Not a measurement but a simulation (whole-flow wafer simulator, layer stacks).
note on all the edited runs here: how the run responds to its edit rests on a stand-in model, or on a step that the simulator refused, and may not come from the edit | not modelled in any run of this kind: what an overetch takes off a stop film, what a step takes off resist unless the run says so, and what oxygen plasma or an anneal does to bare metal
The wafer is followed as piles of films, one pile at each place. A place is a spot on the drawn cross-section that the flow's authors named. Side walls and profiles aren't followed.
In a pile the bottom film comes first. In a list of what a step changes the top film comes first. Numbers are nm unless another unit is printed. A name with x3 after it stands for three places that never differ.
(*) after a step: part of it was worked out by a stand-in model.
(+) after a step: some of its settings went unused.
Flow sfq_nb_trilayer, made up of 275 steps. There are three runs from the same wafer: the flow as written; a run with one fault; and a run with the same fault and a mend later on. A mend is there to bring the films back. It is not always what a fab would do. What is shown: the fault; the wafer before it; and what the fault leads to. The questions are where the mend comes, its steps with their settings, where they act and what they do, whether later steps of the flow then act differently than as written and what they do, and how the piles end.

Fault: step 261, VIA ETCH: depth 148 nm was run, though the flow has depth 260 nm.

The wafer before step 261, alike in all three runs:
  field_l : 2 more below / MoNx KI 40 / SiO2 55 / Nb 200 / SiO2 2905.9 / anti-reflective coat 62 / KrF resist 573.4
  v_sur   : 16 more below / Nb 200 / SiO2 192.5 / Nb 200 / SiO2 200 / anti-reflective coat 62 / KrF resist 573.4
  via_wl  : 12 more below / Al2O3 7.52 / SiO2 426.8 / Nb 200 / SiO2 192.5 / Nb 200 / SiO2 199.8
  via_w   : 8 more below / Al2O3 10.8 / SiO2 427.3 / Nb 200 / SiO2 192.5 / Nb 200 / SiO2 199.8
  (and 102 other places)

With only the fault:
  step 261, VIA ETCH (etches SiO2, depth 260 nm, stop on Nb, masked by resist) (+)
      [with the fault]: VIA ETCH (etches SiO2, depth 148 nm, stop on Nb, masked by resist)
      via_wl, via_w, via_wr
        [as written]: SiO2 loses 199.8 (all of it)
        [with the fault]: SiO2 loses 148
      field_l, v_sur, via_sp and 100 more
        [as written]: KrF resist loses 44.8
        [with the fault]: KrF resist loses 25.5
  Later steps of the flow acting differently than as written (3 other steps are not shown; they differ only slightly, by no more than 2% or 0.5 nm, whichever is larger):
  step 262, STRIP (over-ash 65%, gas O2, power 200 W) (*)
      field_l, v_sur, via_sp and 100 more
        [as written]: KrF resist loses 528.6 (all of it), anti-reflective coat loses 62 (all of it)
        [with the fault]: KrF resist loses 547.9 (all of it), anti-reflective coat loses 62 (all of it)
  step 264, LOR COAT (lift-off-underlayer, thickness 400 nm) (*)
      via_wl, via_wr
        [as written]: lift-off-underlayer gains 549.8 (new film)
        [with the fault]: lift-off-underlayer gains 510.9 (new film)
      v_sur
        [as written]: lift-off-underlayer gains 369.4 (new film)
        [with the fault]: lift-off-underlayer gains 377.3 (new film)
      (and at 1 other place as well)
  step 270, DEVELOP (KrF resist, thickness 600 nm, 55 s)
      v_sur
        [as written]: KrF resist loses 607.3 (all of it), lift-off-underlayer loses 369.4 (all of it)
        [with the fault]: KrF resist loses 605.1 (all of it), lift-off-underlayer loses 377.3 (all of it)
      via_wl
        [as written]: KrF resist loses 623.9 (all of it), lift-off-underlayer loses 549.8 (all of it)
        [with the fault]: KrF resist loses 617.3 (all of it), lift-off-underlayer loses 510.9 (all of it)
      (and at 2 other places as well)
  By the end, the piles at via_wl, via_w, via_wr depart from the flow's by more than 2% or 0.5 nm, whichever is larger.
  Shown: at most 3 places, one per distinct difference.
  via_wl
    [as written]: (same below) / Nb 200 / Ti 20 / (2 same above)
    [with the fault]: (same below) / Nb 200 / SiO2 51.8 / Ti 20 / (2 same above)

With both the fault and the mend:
  After step 262 comes the mend.
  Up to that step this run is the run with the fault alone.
  step 262a, COAT (anti-reflective coat, thickness 62 nm) (*) (the flow's step 254 again)
      p4_fl x3, p4_w1 x9, p4_g1 x2 and 63 more
        anti-reflective coat gains 62 (new film)
      be_r, r_sur, res, r_end, moat, field_r, lsp_l, ln_m5
        anti-reflective coat gains 61.7 (new film)
      jj_sur, ce_l, c5j, ce_r, sp_r
        anti-reflective coat gains 61.6 (new film)
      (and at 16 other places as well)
  step 262b, COAT (KrF resist, thickness 650 nm) (*) (the flow's step 255 again)
      p4_fl x3, p4_w1 x9, p4_g1 x2 and 63 more
        KrF resist gains 650 (new film)
      res, r_end, moat, field_r, l0_sur, l0v
        KrF resist gains 649.4 (new film)
      lsp_l, ln_m5, lsp_m, ln_m6, lsp_r
        KrF resist gains 649.5 (new film)
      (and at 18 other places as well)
  step 262c, SOFTBAKE (KrF resist) (the flow's step 256 again)
      alters no film at any place that is followed
  step 262d, EXPOSE (photomask I7, dose 11.93 mJ/cm2, NA 0.6, wavelength 248 nm) (*) (the flow's step 257 again)
      alters no film at any place that is followed
  step 262e, PEB (KrF resist, 90 s) (the flow's step 258 again)
      jj_sur, ce_l, c5j and 92 more
        KrF resist loses 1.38
      v_sur, via_v, wire, be, be_sur, gap
        KrF resist loses 1.37
      field_l, via_sp
        KrF resist loses 1.36
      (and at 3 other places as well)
  step 262f, DEVELOP (KrF resist, thickness 650 nm, 60 s) (the flow's step 259 again)
      field_l, v_sur, via_sp and 100 more
        KrF resist loses 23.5
      via_wl
        KrF resist loses 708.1 (all of it)
      via_w
        KrF resist loses 747.9 (all of it)
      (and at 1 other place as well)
  step 262g, VIA ETCH (etches anti-reflective coat, depth 125 nm, masked by resist) (+) (the flow's step 260 again)
      field_l, v_sur, via_sp and 100 more
        KrF resist loses 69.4
      via_wl, via_wr
        anti-reflective coat loses 124 (all of it)
      via_w
        anti-reflective coat loses 79.3 (all of it), SiO2 loses 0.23
  step 262h, VIA ETCH (etches SiO2, depth 112 nm, stop on Nb, masked by resist) (+) (the flow's step 261 again, with other settings)
      field_l, v_sur, via_sp and 100 more
        KrF resist loses 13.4
      via_wl, via_wr
        SiO2 loses 51.8 (all of it)
      via_w
        SiO2 loses 51.6 (all of it)
  step 262i, STRIP (over-ash 65%, gas O2, power 200 W) (*) (the flow's step 262 again)
      p4_fl x3, p4_w1 x9, p4_g1 x2 and 63 more
        KrF resist loses 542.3 (all of it), anti-reflective coat loses 62 (all of it)
      moat, field_r, lsp_l, ln_m5
        KrF resist loses 541.7 (all of it), anti-reflective coat loses 61.7 (all of it)
      lsp_m, ln_m6, lsp_r, l0_sur
        KrF resist loses 541.7 (all of it), anti-reflective coat loses 61.8 (all of it)
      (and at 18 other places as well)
  None of the later steps of the flow acts differently than as written at any place that is followed.
  At every place that both follow, the piles at the end match the flow's.
